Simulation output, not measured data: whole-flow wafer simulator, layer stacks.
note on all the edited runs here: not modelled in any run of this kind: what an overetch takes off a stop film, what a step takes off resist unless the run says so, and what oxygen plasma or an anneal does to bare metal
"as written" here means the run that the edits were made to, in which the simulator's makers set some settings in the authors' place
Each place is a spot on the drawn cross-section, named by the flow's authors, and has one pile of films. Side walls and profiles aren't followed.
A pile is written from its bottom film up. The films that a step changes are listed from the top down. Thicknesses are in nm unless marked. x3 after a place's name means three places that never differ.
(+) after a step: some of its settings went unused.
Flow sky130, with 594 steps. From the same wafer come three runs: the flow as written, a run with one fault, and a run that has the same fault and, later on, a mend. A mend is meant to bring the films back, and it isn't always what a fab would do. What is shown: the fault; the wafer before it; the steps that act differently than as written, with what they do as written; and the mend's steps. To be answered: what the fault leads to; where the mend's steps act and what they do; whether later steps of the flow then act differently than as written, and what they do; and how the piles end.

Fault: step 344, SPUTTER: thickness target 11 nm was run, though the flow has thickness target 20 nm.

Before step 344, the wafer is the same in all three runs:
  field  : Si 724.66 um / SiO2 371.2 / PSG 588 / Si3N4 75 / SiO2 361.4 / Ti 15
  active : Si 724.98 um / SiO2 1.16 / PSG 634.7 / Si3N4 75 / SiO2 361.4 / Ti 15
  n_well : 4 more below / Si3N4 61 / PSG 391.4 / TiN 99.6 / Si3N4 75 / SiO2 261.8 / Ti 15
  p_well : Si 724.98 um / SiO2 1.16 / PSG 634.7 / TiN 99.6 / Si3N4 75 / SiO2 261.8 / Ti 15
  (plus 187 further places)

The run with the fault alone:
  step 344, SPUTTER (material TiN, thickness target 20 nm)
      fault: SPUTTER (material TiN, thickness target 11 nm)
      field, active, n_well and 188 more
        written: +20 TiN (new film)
        fault: +11 TiN (new film)
  Later steps of the flow acting differently than as written (8 other steps are not shown; they differ only slightly, by no more than 2% or 0.5 nm, whichever is larger):
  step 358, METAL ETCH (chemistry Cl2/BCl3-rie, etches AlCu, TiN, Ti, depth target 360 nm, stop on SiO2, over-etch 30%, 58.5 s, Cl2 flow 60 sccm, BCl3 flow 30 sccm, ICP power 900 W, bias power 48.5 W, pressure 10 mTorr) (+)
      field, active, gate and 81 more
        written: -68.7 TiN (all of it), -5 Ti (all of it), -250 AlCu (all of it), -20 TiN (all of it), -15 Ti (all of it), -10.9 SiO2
        fault: -68.7 TiN (all of it), -5 Ti (all of it), -250 AlCu (all of it), -11 TiN (all of it), -15 Ti (all of it), -11.8 SiO2
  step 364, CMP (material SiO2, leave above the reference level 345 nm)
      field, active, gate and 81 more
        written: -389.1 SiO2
        fault: -397.2 SiO2
  The piles end different from the flow's at n_well, p_well, gate_hv and 104 more by more than 2% or 0.5 nm, whichever is larger.
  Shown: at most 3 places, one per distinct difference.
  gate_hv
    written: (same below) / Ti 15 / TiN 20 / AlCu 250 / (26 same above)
    fault: (same below) / Ti 15 / TiN 11 / AlCu 250 / (26 same above)
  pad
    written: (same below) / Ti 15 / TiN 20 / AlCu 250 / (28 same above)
    fault: (same below) / Ti 15 / TiN 11 / AlCu 250 / (28 same above)
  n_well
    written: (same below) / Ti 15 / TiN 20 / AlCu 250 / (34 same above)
    fault: (same below) / Ti 15 / TiN 11 / AlCu 250 / (34 same above)

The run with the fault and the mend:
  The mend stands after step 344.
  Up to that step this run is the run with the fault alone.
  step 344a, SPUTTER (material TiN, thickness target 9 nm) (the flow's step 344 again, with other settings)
      field, active, n_well and 188 more
        +9 TiN
  Every later step of the flow that is run acts as written at every place that is followed.
  The piles end the same as the flow's at every place that both follow.
